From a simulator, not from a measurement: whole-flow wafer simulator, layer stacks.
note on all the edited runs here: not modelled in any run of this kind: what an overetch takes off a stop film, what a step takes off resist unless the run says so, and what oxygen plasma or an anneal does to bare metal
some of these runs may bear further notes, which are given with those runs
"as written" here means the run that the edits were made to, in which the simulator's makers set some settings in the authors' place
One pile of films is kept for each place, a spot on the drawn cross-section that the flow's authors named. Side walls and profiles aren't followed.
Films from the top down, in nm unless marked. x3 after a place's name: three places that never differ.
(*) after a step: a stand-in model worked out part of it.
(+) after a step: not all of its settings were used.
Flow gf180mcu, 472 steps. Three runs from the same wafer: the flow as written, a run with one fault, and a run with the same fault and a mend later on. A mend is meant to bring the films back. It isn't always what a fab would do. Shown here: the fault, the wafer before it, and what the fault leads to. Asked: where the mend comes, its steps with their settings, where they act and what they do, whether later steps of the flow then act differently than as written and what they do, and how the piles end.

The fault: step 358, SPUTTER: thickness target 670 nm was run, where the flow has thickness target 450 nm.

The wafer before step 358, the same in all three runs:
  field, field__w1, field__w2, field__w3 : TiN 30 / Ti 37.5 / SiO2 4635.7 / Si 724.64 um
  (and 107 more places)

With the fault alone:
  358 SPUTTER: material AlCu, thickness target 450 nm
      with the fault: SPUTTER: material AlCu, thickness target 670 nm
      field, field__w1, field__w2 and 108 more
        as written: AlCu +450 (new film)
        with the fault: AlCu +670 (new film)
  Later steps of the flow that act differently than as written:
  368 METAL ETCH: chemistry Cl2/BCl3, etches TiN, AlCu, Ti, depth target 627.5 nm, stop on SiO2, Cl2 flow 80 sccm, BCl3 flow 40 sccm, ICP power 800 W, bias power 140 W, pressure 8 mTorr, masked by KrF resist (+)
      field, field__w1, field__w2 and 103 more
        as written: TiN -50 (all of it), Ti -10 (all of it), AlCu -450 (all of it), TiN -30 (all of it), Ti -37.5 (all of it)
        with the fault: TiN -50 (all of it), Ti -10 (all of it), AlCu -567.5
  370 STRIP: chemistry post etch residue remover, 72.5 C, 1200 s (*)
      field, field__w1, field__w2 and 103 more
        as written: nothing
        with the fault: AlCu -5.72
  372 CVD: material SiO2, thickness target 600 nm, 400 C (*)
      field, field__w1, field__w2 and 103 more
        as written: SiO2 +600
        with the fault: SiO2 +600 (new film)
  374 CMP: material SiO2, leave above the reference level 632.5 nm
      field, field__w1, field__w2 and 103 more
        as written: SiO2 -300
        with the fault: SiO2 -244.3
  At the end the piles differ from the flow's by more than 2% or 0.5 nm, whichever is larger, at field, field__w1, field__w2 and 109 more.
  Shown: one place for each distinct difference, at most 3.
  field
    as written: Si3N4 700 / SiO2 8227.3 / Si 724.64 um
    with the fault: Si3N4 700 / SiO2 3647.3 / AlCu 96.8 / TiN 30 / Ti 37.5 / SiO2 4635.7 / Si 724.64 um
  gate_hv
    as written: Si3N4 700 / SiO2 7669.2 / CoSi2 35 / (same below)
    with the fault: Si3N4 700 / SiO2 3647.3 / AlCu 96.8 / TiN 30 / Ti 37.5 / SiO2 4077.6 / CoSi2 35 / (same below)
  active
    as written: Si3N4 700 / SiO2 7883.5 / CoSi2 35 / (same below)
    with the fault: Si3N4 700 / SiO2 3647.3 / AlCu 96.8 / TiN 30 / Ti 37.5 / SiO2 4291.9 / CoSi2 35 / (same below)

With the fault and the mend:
  The mend comes after step 358.
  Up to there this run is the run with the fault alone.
  358a METAL ETCH: chemistry Cl2/BCl3, etches TiN, AlCu, Ti, depth target 220 nm, Cl2 flow 80 sccm, BCl3 flow 40 sccm, ICP power 800 W, bias power 140 W, pressure 8 mTorr (the flow's step 260 once more, with other settings)
      field, field__w1, field__w2 and 108 more
        AlCu -220
  No later step of the flow acts differently than as written at any place that is followed.
  At the end the piles are the same as the flow's at every place that both follow.
